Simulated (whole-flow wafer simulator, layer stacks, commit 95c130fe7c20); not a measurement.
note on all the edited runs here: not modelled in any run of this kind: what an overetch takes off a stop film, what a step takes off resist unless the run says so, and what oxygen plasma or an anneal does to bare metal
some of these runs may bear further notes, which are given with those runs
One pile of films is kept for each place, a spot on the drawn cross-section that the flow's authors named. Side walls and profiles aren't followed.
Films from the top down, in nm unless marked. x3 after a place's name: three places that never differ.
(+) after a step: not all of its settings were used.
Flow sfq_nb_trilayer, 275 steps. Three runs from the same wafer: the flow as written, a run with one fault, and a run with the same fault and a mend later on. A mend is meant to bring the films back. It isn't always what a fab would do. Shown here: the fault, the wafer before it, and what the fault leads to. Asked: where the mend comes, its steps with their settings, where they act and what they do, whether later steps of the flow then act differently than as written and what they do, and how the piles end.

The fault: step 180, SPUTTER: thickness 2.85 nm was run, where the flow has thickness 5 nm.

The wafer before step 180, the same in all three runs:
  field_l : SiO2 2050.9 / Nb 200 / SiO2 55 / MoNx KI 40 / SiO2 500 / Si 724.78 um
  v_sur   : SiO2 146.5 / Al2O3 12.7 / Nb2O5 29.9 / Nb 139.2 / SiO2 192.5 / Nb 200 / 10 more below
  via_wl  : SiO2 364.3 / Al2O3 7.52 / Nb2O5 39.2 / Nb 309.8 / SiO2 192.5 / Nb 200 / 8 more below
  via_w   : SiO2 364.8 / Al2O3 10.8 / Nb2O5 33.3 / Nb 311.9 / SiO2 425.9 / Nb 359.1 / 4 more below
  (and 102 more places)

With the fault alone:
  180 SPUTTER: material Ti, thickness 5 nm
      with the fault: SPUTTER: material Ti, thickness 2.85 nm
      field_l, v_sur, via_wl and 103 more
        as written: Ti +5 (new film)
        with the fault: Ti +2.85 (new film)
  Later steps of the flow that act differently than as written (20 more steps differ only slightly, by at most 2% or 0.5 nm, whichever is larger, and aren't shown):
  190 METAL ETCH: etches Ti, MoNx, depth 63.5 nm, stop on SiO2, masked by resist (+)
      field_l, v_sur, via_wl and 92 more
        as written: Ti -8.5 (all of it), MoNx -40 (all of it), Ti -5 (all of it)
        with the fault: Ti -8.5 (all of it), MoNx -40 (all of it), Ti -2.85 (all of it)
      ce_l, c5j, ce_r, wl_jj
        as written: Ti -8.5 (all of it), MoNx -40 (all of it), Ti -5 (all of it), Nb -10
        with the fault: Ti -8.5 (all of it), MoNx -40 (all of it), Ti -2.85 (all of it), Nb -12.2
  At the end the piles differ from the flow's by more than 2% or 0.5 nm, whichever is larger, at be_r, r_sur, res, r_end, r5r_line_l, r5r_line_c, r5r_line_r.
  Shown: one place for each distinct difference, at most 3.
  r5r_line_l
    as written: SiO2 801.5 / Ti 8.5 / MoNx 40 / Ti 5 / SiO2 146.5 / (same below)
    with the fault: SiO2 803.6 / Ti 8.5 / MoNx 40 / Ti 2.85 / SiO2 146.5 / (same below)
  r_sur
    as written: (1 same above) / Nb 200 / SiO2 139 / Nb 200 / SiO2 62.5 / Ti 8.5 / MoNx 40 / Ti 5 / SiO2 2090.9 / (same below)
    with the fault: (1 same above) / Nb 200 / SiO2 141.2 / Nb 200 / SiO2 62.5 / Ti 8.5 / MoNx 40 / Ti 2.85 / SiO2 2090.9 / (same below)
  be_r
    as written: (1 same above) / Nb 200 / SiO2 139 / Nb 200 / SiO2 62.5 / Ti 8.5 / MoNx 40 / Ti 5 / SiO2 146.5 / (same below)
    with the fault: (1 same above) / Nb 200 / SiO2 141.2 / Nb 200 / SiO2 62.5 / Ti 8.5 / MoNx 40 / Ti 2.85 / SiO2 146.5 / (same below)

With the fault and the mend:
  The mend comes after step 180.
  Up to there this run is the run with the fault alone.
  180a SPUTTER: material Ti, thickness 2.15 nm (the flow's step 180 once more, with other settings)
      field_l, v_sur, via_wl and 103 more
        Ti +2.15
  No later step of the flow acts differently than as written at any place that is followed.
  At the end the piles are the same as the flow's at every place that both follow.
